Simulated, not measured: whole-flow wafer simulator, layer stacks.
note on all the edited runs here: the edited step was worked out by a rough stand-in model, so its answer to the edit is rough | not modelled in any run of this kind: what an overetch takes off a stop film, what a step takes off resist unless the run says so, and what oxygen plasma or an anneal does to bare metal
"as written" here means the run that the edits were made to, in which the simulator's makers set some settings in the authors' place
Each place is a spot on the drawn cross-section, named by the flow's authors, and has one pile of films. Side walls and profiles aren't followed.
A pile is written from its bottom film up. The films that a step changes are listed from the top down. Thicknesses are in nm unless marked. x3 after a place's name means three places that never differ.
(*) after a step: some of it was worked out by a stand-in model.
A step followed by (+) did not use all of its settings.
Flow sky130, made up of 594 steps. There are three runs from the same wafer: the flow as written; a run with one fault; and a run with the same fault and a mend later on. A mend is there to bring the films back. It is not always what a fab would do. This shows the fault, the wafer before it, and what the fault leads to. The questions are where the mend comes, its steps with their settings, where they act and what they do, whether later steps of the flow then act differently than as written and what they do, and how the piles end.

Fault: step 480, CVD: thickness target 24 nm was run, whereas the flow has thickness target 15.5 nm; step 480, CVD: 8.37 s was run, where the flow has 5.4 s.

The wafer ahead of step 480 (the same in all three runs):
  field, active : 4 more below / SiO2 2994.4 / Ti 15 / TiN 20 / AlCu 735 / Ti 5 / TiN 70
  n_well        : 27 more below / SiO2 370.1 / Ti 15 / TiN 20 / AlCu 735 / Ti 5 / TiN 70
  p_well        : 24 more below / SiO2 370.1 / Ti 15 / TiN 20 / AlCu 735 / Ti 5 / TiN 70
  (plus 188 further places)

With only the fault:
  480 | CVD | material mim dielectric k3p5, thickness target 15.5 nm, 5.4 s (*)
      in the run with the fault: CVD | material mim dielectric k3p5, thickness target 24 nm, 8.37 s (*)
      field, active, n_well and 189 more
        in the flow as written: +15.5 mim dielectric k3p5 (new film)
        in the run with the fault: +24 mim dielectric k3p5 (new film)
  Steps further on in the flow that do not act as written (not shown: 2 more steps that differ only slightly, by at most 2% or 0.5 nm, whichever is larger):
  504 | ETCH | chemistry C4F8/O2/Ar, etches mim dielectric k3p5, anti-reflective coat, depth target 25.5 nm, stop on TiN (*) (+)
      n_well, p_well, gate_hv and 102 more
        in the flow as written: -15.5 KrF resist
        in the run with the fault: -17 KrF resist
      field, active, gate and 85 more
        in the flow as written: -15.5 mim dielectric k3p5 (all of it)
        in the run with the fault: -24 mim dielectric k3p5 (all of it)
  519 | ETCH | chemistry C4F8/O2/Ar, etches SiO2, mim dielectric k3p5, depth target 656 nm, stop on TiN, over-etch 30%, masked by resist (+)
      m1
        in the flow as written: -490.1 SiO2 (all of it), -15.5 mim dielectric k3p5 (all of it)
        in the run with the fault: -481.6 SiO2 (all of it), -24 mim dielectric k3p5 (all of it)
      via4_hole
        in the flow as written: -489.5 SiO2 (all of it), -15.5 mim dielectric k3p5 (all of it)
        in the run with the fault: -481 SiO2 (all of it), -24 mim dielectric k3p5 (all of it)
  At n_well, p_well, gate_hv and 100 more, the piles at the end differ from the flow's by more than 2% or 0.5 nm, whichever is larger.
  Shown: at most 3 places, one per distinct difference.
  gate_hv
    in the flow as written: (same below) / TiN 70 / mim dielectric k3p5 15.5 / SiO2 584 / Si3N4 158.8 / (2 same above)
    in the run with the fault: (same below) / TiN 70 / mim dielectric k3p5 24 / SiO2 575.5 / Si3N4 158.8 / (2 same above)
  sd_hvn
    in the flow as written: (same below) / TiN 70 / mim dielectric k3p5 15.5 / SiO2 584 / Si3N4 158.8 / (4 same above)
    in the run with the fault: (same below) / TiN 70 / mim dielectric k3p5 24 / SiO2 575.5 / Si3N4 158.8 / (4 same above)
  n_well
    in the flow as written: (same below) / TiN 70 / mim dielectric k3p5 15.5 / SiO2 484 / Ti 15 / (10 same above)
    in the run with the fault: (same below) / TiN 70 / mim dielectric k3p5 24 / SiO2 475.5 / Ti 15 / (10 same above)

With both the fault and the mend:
  After step 480 comes the mend.
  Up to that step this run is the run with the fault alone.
  480a | ETCH | chemistry C4F8/O2/Ar, etches mim dielectric k3p5, anti-reflective coat, depth target 8.5 nm (*) (a further turn of the flow's step 450, with different settings)
      field, active, n_well and 189 more
        -8.5 mim dielectric k3p5
  None of the later steps of the flow acts differently than as written at any place that is followed.
  At every place that both follow, the piles at the end match the flow's.
